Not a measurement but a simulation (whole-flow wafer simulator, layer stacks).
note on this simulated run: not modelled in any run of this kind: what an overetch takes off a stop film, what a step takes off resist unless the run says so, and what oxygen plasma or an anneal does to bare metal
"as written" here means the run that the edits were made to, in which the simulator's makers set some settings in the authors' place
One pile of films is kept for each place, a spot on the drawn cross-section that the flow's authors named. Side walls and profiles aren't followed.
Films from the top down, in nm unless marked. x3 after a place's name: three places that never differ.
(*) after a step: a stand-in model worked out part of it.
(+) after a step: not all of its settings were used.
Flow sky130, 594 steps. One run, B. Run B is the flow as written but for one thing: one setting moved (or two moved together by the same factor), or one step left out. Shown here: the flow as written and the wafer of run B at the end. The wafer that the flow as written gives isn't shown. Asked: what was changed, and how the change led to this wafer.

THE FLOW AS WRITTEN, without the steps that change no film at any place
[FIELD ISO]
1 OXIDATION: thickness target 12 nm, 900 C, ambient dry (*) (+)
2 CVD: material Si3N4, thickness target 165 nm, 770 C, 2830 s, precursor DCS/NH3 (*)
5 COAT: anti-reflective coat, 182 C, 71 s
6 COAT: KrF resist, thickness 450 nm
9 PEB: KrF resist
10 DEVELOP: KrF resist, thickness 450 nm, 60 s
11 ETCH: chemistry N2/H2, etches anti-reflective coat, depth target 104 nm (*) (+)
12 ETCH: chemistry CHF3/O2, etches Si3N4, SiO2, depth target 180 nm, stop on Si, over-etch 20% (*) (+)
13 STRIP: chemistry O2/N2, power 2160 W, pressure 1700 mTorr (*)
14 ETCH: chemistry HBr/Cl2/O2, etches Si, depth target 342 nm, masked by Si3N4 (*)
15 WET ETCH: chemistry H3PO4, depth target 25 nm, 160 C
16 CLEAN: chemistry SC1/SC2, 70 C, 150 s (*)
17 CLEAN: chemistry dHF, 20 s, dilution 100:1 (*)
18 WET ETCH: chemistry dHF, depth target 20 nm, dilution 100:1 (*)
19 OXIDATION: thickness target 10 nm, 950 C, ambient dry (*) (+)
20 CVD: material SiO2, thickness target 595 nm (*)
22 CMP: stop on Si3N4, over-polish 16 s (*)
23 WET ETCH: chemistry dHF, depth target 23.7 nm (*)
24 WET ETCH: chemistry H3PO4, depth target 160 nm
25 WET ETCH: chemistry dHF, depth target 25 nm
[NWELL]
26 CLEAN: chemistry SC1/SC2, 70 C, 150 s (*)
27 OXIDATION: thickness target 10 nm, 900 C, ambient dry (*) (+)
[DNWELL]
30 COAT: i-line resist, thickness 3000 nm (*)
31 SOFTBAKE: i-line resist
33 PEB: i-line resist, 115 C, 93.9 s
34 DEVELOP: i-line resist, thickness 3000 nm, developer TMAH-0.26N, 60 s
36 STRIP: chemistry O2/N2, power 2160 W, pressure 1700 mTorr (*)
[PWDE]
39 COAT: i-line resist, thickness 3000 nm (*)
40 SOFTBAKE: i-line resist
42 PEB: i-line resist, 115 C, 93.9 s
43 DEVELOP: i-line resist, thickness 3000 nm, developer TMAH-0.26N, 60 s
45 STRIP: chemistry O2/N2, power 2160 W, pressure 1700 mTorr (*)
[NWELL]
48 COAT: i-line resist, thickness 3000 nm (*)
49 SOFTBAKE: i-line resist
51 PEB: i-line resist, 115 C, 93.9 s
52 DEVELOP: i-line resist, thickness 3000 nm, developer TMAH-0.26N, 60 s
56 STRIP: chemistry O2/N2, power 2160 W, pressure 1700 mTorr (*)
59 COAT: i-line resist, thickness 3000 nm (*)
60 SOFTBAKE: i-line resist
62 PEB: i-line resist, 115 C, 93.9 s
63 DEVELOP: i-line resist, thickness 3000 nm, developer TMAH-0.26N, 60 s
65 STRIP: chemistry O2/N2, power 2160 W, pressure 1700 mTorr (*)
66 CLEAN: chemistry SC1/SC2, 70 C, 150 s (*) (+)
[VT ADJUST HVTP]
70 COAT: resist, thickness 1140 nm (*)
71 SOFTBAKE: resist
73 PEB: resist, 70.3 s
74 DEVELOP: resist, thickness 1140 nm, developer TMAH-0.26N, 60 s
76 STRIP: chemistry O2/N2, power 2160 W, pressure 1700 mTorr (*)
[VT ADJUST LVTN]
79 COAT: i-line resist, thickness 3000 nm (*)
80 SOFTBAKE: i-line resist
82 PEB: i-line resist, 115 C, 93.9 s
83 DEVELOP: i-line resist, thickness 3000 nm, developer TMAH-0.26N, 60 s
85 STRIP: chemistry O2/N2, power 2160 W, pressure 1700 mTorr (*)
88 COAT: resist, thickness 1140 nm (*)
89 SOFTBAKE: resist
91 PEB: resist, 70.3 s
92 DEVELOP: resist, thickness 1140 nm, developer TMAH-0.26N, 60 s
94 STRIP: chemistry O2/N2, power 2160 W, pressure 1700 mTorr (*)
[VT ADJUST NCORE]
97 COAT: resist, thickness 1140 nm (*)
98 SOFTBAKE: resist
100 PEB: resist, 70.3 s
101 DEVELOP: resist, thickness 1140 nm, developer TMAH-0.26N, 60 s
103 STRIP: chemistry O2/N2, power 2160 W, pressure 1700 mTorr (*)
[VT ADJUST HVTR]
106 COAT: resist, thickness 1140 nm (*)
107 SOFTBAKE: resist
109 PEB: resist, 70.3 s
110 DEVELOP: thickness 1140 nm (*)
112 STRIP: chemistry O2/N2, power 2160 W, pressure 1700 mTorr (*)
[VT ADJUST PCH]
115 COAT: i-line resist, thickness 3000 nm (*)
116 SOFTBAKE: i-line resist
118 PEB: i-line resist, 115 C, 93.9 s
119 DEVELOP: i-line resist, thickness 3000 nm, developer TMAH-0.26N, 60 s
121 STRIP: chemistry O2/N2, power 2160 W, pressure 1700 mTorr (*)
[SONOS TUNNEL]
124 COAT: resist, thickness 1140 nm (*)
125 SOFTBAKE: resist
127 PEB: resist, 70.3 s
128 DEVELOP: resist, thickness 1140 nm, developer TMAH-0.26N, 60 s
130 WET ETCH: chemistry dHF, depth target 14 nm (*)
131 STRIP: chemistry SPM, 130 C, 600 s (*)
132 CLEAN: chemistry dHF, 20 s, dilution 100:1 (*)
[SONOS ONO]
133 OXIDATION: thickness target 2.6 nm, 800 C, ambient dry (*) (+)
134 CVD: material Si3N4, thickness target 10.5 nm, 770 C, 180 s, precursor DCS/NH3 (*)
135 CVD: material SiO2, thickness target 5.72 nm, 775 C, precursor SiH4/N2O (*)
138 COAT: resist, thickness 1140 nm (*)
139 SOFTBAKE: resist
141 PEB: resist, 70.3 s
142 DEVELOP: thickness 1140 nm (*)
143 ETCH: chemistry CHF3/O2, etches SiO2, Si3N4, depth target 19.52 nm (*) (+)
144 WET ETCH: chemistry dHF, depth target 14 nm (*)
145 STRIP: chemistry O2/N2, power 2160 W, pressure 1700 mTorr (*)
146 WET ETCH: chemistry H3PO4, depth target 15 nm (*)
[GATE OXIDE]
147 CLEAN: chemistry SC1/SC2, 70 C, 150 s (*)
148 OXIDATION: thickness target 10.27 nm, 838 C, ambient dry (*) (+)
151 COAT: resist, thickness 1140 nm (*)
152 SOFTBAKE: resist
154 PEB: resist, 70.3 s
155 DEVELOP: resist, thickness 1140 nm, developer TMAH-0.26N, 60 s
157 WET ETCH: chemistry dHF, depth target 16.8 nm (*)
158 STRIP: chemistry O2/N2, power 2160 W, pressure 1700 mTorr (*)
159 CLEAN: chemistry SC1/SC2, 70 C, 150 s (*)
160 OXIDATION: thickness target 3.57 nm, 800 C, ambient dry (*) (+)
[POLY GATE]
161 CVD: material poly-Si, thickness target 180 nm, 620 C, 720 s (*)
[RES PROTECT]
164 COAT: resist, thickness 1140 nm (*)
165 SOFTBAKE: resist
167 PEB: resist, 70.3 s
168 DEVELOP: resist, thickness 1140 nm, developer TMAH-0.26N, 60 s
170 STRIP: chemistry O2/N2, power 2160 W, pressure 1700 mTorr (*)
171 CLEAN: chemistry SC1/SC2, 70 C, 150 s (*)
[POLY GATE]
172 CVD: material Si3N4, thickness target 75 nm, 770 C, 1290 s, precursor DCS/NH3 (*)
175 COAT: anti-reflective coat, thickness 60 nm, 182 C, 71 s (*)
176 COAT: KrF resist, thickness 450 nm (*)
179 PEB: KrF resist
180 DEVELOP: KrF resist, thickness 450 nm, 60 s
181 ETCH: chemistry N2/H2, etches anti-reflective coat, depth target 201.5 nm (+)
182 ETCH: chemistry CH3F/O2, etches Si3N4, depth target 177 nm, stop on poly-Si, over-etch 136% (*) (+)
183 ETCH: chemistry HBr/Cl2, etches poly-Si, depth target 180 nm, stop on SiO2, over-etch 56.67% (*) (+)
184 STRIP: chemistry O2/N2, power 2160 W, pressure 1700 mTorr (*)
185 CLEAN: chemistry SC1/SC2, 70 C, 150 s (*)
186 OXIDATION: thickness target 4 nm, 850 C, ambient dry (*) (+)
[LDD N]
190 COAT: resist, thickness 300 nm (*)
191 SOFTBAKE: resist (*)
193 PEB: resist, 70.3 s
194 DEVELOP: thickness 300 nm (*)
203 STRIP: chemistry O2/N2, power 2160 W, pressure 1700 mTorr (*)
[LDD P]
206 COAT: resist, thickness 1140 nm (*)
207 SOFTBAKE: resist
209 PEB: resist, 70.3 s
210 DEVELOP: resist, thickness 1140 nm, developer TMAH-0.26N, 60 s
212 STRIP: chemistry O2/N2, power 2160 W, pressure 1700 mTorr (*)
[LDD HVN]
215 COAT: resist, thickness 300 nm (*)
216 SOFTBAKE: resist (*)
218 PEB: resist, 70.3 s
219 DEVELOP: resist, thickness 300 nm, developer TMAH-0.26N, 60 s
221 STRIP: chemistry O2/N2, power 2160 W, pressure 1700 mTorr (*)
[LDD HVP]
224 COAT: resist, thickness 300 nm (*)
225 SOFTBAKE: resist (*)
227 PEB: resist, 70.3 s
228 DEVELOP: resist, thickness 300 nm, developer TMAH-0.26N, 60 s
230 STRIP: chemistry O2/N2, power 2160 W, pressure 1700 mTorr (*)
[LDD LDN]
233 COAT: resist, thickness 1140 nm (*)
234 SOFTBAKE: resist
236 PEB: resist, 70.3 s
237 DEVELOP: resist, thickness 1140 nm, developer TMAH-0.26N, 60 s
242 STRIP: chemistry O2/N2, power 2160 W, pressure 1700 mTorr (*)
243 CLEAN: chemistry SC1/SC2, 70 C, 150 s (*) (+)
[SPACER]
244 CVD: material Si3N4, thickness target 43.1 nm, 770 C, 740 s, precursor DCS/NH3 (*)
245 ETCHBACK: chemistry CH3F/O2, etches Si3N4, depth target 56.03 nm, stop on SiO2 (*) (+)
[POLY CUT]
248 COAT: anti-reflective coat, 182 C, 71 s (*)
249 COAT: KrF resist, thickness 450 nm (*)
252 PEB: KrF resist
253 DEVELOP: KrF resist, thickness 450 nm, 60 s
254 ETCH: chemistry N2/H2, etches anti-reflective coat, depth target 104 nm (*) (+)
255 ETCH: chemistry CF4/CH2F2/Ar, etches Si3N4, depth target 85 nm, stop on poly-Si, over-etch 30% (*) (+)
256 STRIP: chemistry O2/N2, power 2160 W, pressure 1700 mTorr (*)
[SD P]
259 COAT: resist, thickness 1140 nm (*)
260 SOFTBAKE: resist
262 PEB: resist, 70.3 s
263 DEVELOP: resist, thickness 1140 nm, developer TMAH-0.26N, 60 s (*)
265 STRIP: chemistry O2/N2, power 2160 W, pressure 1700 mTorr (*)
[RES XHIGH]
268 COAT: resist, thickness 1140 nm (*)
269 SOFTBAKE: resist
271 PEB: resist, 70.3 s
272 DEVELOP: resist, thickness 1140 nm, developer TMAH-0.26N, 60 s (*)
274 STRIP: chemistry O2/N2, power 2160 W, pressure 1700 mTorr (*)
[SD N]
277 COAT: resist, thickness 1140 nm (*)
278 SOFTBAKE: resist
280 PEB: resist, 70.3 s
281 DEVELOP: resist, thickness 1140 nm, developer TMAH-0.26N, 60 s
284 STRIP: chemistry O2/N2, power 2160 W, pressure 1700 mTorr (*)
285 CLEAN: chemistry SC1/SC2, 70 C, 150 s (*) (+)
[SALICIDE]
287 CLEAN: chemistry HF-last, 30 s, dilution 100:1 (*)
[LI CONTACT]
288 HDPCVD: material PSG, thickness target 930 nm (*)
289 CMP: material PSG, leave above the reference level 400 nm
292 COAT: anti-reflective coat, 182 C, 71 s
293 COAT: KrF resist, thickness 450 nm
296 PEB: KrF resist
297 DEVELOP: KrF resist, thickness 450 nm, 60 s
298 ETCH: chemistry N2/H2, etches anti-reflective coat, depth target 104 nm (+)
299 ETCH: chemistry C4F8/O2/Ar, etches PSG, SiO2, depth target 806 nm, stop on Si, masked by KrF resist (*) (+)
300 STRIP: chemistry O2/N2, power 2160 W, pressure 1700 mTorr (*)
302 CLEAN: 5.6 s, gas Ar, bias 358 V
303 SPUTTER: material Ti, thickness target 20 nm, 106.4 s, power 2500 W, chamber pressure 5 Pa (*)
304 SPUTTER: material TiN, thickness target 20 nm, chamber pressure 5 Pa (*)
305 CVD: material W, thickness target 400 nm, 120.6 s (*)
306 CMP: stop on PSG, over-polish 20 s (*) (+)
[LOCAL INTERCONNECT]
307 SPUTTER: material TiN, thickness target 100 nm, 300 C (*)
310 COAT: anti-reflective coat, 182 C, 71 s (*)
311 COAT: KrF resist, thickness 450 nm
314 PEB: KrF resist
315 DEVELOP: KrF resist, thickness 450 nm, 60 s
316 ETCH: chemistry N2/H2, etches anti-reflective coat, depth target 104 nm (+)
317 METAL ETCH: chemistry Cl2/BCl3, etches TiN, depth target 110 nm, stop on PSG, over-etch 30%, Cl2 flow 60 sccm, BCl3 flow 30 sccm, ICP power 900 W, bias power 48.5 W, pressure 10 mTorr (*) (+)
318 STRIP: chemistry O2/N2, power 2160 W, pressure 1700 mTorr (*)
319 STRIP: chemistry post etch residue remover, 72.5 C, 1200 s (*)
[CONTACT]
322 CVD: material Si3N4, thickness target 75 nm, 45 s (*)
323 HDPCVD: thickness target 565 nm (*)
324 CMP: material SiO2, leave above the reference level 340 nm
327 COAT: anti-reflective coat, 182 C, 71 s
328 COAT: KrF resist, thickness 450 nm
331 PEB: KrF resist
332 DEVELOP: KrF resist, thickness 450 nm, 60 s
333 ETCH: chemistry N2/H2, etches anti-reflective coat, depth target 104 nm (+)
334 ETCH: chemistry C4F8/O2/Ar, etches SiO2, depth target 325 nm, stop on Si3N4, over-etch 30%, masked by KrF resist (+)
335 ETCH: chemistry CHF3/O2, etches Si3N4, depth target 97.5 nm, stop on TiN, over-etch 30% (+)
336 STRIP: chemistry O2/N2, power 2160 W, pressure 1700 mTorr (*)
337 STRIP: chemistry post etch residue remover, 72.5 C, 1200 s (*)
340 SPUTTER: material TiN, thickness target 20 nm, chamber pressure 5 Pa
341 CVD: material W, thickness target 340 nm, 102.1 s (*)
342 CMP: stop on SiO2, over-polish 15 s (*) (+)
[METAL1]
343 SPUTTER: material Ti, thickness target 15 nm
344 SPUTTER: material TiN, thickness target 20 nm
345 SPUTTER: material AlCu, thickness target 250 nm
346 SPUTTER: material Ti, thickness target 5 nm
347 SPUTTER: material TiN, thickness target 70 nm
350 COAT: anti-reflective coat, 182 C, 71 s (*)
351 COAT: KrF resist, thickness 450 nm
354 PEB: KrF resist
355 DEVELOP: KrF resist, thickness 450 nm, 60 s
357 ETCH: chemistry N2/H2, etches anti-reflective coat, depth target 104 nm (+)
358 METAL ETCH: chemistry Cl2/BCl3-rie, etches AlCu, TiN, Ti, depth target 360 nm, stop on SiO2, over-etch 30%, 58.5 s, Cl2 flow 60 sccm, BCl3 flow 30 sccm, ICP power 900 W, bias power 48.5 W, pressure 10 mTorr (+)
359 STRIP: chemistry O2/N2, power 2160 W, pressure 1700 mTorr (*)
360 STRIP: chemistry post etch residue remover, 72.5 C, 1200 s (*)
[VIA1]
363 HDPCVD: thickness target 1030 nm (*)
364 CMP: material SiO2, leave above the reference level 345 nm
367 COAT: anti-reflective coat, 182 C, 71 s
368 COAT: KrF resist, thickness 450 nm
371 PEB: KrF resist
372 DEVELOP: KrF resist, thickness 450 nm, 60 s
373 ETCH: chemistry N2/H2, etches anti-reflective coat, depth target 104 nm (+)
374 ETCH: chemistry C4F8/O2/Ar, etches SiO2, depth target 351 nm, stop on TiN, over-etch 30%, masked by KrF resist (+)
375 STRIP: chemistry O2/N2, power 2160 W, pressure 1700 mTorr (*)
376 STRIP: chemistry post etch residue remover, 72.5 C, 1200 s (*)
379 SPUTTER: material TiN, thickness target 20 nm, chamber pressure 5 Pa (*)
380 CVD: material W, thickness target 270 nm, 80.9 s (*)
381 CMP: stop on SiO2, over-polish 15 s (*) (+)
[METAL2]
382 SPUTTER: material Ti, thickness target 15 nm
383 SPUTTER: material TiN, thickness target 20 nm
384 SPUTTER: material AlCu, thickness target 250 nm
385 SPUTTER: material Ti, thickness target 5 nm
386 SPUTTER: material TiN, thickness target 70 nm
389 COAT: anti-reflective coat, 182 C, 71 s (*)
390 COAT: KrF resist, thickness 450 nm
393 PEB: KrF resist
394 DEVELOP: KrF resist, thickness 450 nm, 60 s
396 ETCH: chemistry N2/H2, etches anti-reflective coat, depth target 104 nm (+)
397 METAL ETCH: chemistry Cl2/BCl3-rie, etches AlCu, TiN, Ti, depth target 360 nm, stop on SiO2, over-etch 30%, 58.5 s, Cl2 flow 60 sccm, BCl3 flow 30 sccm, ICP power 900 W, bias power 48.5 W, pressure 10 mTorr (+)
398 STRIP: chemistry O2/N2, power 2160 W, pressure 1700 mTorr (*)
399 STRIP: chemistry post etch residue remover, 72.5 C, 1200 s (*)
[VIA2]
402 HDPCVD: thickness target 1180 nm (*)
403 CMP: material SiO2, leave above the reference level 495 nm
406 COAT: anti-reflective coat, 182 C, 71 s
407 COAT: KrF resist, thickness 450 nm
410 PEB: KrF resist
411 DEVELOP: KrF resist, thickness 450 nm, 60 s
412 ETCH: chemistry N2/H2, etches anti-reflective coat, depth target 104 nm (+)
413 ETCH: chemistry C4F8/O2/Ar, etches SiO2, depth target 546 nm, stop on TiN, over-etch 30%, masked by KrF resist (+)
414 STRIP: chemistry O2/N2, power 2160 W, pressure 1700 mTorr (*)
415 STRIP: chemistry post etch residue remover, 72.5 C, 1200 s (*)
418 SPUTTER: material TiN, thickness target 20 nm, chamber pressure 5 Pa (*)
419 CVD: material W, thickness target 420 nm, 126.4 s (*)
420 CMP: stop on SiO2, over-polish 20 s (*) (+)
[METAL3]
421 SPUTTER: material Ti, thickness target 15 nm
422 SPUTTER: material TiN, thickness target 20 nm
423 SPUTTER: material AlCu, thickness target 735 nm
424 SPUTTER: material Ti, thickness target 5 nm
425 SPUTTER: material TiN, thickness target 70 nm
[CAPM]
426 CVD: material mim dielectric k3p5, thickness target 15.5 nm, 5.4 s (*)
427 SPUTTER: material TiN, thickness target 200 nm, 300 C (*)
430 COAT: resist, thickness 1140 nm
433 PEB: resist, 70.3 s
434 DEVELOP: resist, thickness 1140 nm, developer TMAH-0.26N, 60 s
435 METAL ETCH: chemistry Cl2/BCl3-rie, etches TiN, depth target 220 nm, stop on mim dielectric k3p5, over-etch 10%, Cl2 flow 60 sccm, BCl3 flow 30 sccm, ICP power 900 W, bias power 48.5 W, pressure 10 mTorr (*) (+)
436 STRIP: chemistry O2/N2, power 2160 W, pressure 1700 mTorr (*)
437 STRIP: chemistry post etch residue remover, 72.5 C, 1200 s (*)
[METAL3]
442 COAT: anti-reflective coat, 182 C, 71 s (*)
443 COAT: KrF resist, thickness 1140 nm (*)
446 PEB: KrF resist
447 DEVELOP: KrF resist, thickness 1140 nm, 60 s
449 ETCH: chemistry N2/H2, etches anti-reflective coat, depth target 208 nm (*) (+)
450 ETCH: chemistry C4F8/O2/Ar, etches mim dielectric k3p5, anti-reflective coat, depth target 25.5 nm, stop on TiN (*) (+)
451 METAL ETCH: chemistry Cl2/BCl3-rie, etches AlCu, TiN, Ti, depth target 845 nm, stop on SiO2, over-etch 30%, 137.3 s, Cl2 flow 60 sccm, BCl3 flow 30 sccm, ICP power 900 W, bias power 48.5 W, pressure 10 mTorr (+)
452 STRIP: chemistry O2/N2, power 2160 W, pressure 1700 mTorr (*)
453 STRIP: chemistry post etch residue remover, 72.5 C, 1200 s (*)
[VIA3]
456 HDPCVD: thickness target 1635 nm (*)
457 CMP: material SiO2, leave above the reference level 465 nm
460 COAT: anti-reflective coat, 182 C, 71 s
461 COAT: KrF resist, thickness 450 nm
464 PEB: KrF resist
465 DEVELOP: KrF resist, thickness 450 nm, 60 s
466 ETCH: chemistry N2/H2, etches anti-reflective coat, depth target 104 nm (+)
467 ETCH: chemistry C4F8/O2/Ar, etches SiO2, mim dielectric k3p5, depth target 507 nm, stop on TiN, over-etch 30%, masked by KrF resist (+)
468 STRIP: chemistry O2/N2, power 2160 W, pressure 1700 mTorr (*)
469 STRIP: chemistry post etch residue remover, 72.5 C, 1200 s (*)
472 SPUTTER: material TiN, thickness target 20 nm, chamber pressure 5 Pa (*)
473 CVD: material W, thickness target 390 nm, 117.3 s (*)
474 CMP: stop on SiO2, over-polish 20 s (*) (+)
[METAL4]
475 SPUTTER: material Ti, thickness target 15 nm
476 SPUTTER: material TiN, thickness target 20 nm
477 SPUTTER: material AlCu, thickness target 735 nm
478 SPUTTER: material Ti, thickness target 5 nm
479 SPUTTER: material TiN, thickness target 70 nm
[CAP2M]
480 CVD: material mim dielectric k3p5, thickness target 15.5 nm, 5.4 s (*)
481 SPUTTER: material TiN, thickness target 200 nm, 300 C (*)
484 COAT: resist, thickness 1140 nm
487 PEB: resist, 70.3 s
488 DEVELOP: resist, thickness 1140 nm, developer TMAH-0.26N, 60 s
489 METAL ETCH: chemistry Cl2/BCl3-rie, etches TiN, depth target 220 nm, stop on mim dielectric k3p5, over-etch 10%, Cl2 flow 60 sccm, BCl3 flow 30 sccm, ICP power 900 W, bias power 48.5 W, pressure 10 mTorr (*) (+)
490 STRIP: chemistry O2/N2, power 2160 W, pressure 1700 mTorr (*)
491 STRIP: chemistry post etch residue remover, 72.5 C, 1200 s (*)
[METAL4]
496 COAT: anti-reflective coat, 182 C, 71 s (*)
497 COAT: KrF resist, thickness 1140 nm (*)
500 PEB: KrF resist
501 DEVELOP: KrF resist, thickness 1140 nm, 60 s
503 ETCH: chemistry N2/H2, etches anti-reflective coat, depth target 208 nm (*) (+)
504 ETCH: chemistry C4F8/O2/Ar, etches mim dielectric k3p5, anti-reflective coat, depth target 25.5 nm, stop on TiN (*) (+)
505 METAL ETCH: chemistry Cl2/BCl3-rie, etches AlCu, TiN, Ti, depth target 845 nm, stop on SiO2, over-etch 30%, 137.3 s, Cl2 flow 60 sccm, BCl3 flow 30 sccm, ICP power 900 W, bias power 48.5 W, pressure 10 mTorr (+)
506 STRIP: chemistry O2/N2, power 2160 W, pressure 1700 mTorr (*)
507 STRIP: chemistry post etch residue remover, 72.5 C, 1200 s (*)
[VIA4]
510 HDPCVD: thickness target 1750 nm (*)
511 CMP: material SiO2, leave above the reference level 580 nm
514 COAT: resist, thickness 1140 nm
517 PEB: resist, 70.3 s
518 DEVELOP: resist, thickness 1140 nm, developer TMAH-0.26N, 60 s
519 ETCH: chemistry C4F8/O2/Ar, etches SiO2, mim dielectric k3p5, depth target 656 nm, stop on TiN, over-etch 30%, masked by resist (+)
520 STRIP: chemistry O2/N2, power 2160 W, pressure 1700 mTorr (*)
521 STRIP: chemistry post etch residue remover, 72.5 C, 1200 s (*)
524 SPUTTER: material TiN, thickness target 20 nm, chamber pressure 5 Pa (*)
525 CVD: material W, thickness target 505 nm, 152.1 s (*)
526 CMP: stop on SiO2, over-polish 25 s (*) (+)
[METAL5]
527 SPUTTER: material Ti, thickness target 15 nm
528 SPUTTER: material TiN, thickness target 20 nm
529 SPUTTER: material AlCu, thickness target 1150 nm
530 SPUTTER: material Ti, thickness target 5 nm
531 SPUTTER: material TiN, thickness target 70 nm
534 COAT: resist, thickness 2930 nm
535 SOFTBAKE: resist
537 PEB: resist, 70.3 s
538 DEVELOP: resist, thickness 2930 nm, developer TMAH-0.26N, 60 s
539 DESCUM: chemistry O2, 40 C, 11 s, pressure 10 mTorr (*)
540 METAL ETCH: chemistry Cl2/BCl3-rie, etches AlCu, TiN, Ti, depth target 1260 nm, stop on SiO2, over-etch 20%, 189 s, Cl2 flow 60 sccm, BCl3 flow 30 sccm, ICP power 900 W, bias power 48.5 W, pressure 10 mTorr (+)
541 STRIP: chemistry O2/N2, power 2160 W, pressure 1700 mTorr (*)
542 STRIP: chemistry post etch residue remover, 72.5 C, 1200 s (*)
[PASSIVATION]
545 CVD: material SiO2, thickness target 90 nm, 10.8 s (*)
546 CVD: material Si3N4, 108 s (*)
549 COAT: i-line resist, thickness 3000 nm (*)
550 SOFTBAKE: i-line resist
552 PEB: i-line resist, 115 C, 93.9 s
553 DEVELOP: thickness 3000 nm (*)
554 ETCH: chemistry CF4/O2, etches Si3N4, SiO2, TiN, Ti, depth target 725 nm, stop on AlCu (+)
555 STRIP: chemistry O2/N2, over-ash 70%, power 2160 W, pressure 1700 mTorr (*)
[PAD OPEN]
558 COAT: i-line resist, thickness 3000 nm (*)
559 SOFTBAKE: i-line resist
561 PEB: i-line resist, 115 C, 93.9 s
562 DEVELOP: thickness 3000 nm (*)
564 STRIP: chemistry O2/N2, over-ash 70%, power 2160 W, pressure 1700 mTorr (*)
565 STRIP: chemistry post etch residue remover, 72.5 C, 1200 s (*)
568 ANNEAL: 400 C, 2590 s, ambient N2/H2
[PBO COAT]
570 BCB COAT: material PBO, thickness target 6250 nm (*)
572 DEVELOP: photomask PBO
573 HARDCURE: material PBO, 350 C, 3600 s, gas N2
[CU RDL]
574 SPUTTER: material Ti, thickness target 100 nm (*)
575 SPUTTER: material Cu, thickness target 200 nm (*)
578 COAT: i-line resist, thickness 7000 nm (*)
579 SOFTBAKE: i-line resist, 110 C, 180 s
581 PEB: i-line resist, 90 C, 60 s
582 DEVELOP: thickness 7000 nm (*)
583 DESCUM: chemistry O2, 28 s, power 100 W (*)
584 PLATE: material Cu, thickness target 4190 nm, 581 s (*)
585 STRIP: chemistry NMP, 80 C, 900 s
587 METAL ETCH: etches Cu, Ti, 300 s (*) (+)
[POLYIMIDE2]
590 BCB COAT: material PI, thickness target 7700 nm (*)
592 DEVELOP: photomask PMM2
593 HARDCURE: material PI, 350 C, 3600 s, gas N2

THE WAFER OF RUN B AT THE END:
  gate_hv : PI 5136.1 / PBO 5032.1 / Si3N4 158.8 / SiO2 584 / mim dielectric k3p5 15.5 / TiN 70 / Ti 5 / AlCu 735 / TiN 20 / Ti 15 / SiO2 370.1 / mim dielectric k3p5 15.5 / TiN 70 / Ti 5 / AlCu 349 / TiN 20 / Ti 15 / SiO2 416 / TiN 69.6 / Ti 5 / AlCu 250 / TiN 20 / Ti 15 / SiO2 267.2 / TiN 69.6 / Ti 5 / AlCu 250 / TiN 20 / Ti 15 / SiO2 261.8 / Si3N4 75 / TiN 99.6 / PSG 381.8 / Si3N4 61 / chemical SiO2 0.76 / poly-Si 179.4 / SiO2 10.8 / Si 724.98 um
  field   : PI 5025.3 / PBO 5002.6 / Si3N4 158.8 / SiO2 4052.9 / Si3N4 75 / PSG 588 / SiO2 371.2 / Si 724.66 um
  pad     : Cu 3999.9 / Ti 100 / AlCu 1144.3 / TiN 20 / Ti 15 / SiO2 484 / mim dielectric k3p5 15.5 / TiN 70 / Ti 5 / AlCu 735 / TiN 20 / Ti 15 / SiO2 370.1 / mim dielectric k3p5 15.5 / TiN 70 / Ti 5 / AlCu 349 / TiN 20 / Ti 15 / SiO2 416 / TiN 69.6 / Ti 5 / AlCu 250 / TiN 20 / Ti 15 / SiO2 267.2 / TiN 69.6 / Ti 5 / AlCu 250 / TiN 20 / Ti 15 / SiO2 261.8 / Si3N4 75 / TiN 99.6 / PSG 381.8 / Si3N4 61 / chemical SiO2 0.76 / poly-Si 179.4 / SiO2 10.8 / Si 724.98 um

The cause: step 423, SPUTTER: thickness target 349 nm was run, where the flow has thickness target 735 nm.
It can be read off the wafer: gate_hv has AlCu 349, and step 423 as written asks for 735 nm.

How the change led to this, step by step:
  423 SPUTTER: material AlCu, thickness target 735 nm
      field, active, n_well and 188 more: AlCu +349 (new film) (as written it would be: AlCu +735 (new film))
  451 METAL ETCH: chemistry Cl2/BCl3-rie, etches AlCu, TiN, Ti, depth target 845 nm, stop on SiO2, over-etch 30%, 137.3 s, Cl2 flow 60 sccm, BCl3 flow 30 sccm, ICP power 900 W, bias power 48.5 W, pressure 10 mTorr (+)
      field, gate, spacer and 66 more: TiN -70 (all of it), Ti -5 (all of it), AlCu -349 (all of it), TiN -20 (all of it), Ti -15 (all of it), SiO2 -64 (as written it would be: TiN -70 (all of it), Ti -5 (all of it), AlCu -735 (all of it), TiN -20 (all of it), Ti -15 (all of it), SiO2 -25.4)
      vpp_ln, vpp_iso2, ndiff_ln and 8 more: TiN -70 (all of it), Ti -5 (all of it), AlCu -349 (all of it), TiN -20 (all of it), Ti -15 (all of it), SiO2 -63.9 (as written it would be: TiN -70 (all of it), Ti -5 (all of it), AlCu -735 (all of it), TiN -20 (all of it), Ti -15 (all of it), SiO2 -25.3)
      (and at 5 more places)
  457 CMP: material SiO2, leave above the reference level 465 nm
      field, gate, spacer and 61 more: SiO2 -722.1 (as written it would be: SiO2 -374.7)
      active, vpp_ln, vpp_iso1 and 18 more: SiO2 -722 (as written it would be: SiO2 -374.7)
